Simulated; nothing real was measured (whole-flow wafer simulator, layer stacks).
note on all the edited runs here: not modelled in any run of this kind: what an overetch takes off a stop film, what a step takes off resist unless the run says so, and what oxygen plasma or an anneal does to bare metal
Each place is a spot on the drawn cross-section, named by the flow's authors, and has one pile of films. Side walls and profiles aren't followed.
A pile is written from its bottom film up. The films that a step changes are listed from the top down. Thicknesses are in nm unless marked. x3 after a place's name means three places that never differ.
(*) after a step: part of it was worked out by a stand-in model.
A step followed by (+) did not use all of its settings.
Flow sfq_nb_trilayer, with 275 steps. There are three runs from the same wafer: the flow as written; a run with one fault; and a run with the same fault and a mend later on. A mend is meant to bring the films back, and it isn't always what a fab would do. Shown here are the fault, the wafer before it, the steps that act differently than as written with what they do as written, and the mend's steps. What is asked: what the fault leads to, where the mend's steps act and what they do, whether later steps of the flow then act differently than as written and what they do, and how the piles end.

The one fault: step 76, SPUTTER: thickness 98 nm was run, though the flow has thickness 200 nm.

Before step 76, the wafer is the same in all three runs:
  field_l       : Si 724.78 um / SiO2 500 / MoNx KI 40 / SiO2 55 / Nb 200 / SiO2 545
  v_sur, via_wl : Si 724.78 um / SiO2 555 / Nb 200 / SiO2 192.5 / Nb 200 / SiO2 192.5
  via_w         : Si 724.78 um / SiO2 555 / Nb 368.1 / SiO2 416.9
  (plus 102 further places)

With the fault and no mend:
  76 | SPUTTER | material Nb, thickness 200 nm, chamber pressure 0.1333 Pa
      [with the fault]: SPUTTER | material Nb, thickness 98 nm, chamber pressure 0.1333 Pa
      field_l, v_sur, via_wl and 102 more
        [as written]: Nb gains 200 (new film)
        [with the fault]: Nb gains 98 (new film)
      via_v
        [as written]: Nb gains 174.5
        [with the fault]: Nb gains 86.3
  Steps further on in the flow that do not act as written (not shown: 4 more steps that differ only slightly, by at most 2% or 0.5 nm, whichever is larger):
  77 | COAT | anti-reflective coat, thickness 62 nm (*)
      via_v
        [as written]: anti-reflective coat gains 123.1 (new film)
        [with the fault]: anti-reflective coat gains 118.8 (new film)
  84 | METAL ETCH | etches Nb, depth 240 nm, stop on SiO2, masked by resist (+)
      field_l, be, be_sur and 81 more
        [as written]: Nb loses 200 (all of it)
        [with the fault]: Nb loses 98 (all of it)
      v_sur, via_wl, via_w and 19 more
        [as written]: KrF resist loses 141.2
        [with the fault]: KrF resist loses 86.5
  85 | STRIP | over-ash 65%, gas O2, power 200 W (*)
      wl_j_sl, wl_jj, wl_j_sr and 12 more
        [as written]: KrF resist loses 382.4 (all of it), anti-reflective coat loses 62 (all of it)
        [with the fault]: KrF resist loses 437.1 (all of it), anti-reflective coat loses 62 (all of it)
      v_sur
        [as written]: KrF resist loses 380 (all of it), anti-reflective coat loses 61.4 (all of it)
        [with the fault]: KrF resist loses 434.8 (all of it), anti-reflective coat loses 61.4 (all of it)
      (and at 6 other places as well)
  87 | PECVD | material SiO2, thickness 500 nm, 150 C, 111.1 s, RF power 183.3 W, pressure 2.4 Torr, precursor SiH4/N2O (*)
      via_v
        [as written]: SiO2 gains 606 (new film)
        [with the fault]: SiO2 gains 581 (new film)
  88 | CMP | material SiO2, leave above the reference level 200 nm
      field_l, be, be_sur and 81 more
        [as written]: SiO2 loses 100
        [with the fault]: SiO2 loses 202
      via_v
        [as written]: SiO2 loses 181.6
        [with the fault]: SiO2 loses 170.4
  The piles end different from the flow's at field_l, v_sur, via_wl and 103 more by more than 2% or 0.5 nm, whichever is larger.
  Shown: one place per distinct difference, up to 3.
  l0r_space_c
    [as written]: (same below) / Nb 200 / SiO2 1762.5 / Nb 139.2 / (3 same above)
    [with the fault]: (same below) / Nb 200 / SiO2 1660.5 / Nb 139.2 / (3 same above)
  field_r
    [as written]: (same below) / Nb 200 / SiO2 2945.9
    [with the fault]: (same below) / Nb 200 / SiO2 2843.9
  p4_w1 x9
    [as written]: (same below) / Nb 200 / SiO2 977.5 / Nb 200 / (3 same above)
    [with the fault]: (same below) / Nb 200 / SiO2 875.5 / Nb 200 / (3 same above)

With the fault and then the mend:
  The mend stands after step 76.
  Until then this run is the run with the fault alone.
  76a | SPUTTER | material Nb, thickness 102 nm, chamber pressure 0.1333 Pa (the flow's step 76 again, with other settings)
      field_l, v_sur, via_wl and 102 more
        Nb gains 102
      via_v
        Nb gains 83.8
  Every later step of the flow that is run acts as written, at every place that is followed, to within 2% or 0.5 nm, whichever is larger.
  The piles end only slightly different from the flow's at the places that both follow, by no more than 2% or 0.5 nm, whichever is larger.
